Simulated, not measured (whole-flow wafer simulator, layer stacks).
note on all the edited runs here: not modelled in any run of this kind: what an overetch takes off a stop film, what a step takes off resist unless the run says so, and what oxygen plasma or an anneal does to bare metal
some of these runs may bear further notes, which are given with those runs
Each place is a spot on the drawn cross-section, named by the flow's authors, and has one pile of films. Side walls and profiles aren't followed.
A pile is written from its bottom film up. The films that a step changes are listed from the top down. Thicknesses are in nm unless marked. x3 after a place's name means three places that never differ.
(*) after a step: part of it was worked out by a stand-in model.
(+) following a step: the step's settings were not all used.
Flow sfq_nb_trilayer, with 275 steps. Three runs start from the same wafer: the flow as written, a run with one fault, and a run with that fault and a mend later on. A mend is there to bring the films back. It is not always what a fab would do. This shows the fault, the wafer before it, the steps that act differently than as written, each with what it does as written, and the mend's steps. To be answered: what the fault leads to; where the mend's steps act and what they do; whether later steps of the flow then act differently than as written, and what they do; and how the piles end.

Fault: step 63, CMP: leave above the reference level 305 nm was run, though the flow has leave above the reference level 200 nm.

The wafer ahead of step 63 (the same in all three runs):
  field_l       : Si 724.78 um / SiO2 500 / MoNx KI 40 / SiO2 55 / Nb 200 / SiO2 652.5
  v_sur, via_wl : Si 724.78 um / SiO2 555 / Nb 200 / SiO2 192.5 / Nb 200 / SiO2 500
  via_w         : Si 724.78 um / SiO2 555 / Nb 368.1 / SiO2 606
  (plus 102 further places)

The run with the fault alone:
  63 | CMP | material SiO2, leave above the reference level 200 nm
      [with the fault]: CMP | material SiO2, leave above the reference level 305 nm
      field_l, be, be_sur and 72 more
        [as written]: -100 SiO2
        [with the fault]: nothing
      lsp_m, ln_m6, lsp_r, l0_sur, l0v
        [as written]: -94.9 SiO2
        [with the fault]: nothing
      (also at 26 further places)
  Steps further on in the flow that do not act as written (6 more steps, not shown, differ only slightly: by at most 2% or 0.5 nm, whichever is larger):
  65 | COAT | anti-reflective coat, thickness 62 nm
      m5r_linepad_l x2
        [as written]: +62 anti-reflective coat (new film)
        [with the fault]: +64 anti-reflective coat (new film)
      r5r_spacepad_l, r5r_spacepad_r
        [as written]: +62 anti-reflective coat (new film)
        [with the fault]: +64.1 anti-reflective coat (new film)
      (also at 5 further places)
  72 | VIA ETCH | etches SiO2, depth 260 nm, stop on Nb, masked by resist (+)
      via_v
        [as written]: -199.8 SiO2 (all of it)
        [with the fault]: -260 SiO2
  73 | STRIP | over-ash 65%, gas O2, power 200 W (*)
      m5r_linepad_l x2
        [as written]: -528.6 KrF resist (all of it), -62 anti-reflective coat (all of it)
        [with the fault]: -528 KrF resist (all of it), -64 anti-reflective coat (all of it)
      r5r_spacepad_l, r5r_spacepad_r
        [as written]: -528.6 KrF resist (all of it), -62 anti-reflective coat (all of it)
        [with the fault]: -528.3 KrF resist (all of it), -64.1 anti-reflective coat (all of it)
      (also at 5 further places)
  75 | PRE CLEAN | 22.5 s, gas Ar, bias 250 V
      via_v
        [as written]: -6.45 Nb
        [with the fault]: -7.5 SiO2
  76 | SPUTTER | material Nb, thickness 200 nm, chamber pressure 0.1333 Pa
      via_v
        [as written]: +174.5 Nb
        [with the fault]: +163.1 Nb (new film)
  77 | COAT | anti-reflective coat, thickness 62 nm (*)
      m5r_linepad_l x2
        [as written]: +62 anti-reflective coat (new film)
        [with the fault]: +63.8 anti-reflective coat (new film)
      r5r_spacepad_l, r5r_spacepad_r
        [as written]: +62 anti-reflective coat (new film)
        [with the fault]: +63.9 anti-reflective coat (new film)
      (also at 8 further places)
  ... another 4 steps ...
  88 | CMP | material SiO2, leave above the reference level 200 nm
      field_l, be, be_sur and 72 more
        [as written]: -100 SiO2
        [with the fault]: -95 SiO2
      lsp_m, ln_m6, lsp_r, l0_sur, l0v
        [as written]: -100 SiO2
        [with the fault]: -89.9 SiO2
  The piles end different from the flow's at field_l, v_sur, via_wl and 103 more by more than 2% or 0.5 nm, whichever is larger.
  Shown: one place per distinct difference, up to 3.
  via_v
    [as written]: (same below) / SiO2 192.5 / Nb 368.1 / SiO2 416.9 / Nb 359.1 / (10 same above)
    [with the fault]: (same below) / SiO2 192.5 / Nb 200 / SiO2 37.3 / Nb 163.1 / SiO2 489.6 / Nb 359.1 / (10 same above)
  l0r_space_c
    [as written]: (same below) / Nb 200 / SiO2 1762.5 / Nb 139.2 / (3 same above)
    [with the fault]: (same below) / Nb 200 / SiO2 1867.5 / Nb 139.2 / (3 same above)
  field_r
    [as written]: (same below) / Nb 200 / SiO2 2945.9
    [with the fault]: (same below) / Nb 200 / SiO2 3050.9

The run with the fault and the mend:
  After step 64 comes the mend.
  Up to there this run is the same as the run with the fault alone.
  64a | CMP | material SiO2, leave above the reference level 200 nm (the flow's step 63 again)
      field_l, be, be_sur and 72 more
        -100 SiO2
      v_sur, via_wl, via_w and 23 more
        -105 SiO2
      lsp_m, ln_m6, lsp_r, l0_sur, l0v
        -94.9 SiO2
  None of the later steps of the flow acts differently than as written at any place that is followed.
  By the end, the piles equal the flow's at every place that both follow.
